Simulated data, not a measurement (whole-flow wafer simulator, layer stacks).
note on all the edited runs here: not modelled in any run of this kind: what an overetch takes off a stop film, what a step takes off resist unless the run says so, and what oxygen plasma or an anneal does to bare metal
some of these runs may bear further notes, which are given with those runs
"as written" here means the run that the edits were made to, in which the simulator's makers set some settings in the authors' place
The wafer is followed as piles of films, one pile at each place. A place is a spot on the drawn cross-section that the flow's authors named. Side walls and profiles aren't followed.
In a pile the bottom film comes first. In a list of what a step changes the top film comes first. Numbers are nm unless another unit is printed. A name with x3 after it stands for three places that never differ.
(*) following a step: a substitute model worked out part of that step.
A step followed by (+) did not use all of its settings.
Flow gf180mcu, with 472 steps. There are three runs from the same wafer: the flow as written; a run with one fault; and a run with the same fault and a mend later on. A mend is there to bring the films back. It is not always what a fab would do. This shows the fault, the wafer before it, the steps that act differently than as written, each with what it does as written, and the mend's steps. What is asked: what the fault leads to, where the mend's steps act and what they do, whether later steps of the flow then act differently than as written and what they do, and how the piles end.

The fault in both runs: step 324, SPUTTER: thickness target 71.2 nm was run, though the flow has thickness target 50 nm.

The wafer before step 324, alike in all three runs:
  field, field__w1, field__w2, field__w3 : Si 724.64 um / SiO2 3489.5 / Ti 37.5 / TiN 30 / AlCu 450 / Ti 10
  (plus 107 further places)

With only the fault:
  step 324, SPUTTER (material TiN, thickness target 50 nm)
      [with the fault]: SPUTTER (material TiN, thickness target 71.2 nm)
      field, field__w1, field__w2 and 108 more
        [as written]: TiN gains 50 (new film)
        [with the fault]: TiN gains 71.2 (new film)
  Steps further on in the flow that do not act as written (3 more steps, not shown, differ only slightly: by at most 2% or 0.5 nm, whichever is larger):
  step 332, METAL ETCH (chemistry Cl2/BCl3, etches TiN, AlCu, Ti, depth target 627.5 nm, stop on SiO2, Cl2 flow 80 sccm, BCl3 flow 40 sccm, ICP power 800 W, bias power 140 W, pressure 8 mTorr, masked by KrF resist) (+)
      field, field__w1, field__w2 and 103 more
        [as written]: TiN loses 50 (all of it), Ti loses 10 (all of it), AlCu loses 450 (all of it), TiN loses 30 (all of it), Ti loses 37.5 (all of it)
        [with the fault]: TiN loses 71.2 (all of it), Ti loses 10 (all of it), AlCu loses 450 (all of it), TiN loses 30 (all of it), Ti loses 37.5 (all of it)
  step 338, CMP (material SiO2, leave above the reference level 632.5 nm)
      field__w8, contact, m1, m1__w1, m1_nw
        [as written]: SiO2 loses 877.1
        [with the fault]: SiO2 loses 898.3
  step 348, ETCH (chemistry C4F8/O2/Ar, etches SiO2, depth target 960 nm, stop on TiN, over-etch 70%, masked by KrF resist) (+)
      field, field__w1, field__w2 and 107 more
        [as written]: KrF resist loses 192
        [with the fault]: KrF resist loses 187.4
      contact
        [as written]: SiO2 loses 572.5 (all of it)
        [with the fault]: SiO2 loses 551.3 (all of it)
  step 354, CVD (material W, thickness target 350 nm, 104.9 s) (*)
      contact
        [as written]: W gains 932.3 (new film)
        [with the fault]: W gains 910.9 (new film)
  At field__w8, contact, m1, m1__w1, m1_nw, the piles at the end differ from the flow's by more than 2% or 0.5 nm, whichever is larger.
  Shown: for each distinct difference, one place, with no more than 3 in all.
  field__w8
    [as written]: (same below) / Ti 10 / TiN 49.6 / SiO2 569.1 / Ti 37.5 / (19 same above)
    [with the fault]: (same below) / Ti 10 / TiN 70.8 / SiO2 547.9 / Ti 37.5 / (19 same above)
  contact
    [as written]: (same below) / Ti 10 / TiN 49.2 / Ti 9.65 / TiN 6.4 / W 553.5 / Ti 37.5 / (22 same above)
    [with the fault]: (same below) / Ti 10 / TiN 70.4 / Ti 9.77 / TiN 6.48 / W 532.1 / Ti 37.5 / (22 same above)

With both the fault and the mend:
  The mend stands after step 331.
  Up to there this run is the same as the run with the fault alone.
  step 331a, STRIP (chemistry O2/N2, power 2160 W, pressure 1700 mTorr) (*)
      field__w8, contact, m1, m1__w1, m1_nw
        KrF resist loses 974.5 (all of it)
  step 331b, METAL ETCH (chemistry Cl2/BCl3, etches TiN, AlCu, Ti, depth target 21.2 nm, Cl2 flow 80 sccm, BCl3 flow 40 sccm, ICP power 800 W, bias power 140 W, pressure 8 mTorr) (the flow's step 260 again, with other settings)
      field, field__w1, field__w2 and 108 more
        TiN loses 21.2
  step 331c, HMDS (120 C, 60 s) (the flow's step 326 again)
      does not change any film at any place that is followed
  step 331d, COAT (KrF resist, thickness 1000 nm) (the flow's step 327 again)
      field, field__w1, field__w2 and 108 more
        KrF resist gains 1000 (new film)
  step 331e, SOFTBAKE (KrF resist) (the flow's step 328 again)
      does not change any film at any place that is followed
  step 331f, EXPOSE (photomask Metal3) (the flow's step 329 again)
      does not change any film at any place that is followed
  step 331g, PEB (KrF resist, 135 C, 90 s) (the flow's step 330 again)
      field, field__w1, field__w2 and 108 more
        KrF resist loses 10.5
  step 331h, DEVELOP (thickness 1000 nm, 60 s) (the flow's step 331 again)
      field, field__w1, field__w2 and 103 more
        KrF resist loses 989.5 (all of it)
      field__w8, contact, m1, m1__w1, m1_nw
        KrF resist loses 14.9
  Every later step of the flow that is run acts as written at every place that is followed.
  By the end, the piles equal the flow's at every place that both follow.
